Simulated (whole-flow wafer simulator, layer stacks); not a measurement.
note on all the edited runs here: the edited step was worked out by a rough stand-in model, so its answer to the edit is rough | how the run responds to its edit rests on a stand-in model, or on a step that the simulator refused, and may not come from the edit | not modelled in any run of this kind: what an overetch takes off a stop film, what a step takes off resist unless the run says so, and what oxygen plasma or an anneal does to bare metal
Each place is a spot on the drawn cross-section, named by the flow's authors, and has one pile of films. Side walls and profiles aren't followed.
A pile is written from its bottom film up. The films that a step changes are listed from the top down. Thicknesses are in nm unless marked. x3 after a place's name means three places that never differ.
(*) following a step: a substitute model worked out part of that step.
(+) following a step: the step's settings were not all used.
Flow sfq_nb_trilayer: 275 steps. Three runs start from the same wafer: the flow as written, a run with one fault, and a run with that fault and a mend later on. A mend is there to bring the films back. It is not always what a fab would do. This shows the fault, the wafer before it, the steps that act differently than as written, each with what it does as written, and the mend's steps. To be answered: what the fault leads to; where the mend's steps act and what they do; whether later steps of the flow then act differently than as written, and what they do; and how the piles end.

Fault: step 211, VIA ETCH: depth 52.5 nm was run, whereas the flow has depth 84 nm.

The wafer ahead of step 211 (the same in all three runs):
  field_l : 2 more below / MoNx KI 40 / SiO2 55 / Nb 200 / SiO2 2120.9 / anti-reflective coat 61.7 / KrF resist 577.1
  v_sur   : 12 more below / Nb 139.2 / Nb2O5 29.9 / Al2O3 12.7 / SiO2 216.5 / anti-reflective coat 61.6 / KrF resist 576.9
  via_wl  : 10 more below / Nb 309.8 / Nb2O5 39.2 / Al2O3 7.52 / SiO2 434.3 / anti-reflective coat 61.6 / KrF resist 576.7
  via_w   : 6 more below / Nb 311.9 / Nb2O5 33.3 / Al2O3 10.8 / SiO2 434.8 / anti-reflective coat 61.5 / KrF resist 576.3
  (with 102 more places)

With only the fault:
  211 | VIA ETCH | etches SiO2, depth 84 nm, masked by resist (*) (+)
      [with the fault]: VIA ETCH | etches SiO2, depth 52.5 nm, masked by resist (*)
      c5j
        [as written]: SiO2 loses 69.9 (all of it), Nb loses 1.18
        [with the fault]: SiO2 loses 52.5
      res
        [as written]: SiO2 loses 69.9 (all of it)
        [with the fault]: SiO2 loses 52.5
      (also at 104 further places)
  Steps later in the flow that act otherwise than as written (not shown: 5 more steps that differ only slightly, by at most 2% or 0.5 nm, whichever is larger):
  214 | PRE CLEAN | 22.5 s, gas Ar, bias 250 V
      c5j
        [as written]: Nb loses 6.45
        [with the fault]: SiO2 loses 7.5
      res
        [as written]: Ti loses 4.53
        [with the fault]: SiO2 loses 7.5
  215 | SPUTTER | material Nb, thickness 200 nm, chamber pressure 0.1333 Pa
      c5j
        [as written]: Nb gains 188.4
        [with the fault]: Nb gains 193.7 (new film)
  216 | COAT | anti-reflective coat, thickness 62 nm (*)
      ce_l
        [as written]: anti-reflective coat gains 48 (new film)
        [with the fault]: anti-reflective coat gains 52.5 (new film)
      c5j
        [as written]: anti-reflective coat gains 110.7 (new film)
        [with the fault]: anti-reflective coat gains 98.2 (new film)
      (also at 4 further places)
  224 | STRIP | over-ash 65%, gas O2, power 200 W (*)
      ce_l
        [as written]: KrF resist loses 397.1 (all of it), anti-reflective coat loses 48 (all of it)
        [with the fault]: KrF resist loses 394.3 (all of it), anti-reflective coat loses 52.5 (all of it)
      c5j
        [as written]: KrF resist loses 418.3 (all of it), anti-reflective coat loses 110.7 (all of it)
        [with the fault]: KrF resist loses 410.1 (all of it), anti-reflective coat loses 98.2 (all of it)
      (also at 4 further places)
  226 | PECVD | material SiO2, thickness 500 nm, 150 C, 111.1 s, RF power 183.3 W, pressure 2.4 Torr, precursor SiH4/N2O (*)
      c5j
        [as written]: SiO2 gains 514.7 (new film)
        [with the fault]: SiO2 gains 500 (new film)
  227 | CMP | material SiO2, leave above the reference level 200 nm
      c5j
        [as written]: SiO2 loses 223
        [with the fault]: SiO2 loses 231.1
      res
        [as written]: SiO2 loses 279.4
        [with the fault]: SiO2 loses 296.6
  At c5j, res, the piles at the end differ from the flow's by more than 2% or 0.5 nm, whichever is larger.
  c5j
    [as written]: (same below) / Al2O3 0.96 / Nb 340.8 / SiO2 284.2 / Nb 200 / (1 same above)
    [with the fault]: (same below) / Al2O3 0.96 / Nb 160 / SiO2 9.89 / Nb 193.7 / SiO2 261.4 / Nb 200 / (1 same above)
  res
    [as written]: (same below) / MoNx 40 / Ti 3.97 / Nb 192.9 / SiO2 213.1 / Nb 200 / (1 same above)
    [with the fault]: (same below) / MoNx 40 / Ti 8.5 / SiO2 9.86 / Nb 195.7 / SiO2 195.9 / Nb 200 / (1 same above)

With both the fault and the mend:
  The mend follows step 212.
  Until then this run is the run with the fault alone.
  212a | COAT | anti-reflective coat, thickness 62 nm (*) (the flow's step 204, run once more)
      field_r, ln_m5, p4_fl x3 and 61 more
        anti-reflective coat gains 62 (new film)
      lsp_m, ln_m6, lsp_r and 6 more
        anti-reflective coat gains 61.9 (new film)
      v_sur, via_wl
        anti-reflective coat gains 61.5 (new film)
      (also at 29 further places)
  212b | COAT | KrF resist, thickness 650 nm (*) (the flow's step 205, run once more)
      l0v, p4_fl x3, p4_w1 x9 and 35 more
        KrF resist gains 650 (new film)
      wl_b_m5, wl_b_sr, wl_c_sl and 12 more
        KrF resist gains 649.9 (new film)
      r5r_line_l, r5r_line_c, r5r_line_r
        KrF resist gains 634.3 (new film)
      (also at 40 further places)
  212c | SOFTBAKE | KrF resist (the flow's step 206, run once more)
      leaves every film unchanged at each place that is followed
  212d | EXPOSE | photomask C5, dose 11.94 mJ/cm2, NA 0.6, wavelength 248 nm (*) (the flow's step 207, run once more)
      leaves every film unchanged at each place that is followed
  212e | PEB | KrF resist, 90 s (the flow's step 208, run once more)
      field_l, sp_r, moat and 79 more
        KrF resist loses 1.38
      v_sur, via_wl, via_w, via_wr, via_sp, be_sur, jj_sur, res
        KrF resist loses 1.37
      r5r_line_l, r5r_line_c, r5r_line_r
        KrF resist loses 1.34
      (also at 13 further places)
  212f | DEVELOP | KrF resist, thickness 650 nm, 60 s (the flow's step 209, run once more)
      field_l, v_sur, via_wl and 101 more
        KrF resist loses 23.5
      c5j
        KrF resist loses 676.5 (all of it)
      res
        KrF resist loses 644.7 (all of it)
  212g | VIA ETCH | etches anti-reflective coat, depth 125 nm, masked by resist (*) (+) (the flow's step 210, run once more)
      field_l, v_sur, via_wl and 101 more
        KrF resist loses 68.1
      c5j
        anti-reflective coat loses 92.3 (all of it), SiO2 loses 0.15
      res
        anti-reflective coat loses 81.7 (all of it), SiO2 loses 0.2
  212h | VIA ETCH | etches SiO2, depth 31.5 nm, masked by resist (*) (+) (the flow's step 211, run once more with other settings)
      field_l, v_sur, via_wl and 101 more
        KrF resist loses 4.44
      c5j
        SiO2 loses 17.2 (all of it), Nb loses 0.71
      res
        SiO2 loses 17.2 (all of it)
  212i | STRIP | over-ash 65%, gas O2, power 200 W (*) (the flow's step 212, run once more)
      p4_fl x3, p4_w1 x9, p4_g1 x2 and 33 more
        KrF resist loses 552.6 (all of it), anti-reflective coat loses 62 (all of it)
      wl_b_sr, wl_c_sl, wl_c_m6 and 10 more
        KrF resist loses 552.5 (all of it), anti-reflective coat loses 62 (all of it)
      wl_b_sl, wl_b_m5, wl_g_sl, wl_g_m5
        KrF resist loses 552.4 (all of it), anti-reflective coat loses 62 (all of it)
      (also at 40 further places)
  Later steps of the flow that are run all act as written at every place that is followed, up to a difference of at most 2% or 0.5 nm, whichever is larger.
  The piles end only slightly different from the flow's at the places that both follow, by no more than 2% or 0.5 nm, whichever is larger.
